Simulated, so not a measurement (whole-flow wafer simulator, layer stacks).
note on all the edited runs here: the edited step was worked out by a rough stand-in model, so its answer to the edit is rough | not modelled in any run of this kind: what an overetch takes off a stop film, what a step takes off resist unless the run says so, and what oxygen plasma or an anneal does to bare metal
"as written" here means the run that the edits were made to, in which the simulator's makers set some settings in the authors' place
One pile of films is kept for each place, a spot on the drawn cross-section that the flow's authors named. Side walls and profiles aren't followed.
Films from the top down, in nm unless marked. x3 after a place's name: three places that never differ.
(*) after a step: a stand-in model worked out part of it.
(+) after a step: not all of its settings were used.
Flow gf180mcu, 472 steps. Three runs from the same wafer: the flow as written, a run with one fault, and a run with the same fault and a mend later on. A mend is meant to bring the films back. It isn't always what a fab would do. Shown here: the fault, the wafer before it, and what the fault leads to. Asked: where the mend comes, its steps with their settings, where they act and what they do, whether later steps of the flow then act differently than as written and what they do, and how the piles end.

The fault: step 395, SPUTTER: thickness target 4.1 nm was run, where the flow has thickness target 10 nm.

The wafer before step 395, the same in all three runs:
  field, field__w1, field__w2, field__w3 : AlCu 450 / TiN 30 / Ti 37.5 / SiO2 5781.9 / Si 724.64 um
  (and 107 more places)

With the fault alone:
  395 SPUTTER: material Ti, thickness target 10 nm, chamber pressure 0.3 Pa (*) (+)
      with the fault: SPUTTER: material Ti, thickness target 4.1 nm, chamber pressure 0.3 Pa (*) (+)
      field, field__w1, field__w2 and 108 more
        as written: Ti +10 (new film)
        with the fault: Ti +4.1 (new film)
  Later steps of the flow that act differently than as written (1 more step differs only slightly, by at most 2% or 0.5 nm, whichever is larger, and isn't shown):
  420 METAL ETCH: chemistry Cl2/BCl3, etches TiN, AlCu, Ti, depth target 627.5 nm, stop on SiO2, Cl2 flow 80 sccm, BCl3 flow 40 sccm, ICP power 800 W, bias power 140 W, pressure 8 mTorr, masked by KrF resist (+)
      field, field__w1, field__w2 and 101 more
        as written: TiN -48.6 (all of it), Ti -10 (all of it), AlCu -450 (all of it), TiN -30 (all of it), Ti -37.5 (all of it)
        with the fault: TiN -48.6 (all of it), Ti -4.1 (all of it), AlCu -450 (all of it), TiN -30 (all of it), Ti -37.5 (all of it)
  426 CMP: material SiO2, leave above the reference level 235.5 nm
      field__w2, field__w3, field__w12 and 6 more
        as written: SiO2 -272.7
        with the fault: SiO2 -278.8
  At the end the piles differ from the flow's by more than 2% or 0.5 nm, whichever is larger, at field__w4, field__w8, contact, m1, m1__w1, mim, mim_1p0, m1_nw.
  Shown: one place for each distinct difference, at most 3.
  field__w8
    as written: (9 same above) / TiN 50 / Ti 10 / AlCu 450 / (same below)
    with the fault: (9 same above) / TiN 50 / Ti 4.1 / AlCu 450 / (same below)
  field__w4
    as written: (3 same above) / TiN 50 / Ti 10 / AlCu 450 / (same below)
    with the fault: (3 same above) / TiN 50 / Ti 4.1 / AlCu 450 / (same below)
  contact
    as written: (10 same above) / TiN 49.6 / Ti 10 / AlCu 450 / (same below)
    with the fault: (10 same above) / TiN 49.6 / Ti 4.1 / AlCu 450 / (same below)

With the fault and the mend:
  The mend comes after step 395.
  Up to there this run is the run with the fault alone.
  395a SPUTTER: material Ti, thickness target 5.9 nm, chamber pressure 0.3 Pa (*) (+) (the flow's step 395 once more, with other settings)
      field, field__w1, field__w2 and 108 more
        Ti +5.9
  No later step of the flow acts differently than as written at any place that is followed.
  At the end the piles are the same as the flow's at every place that both follow.
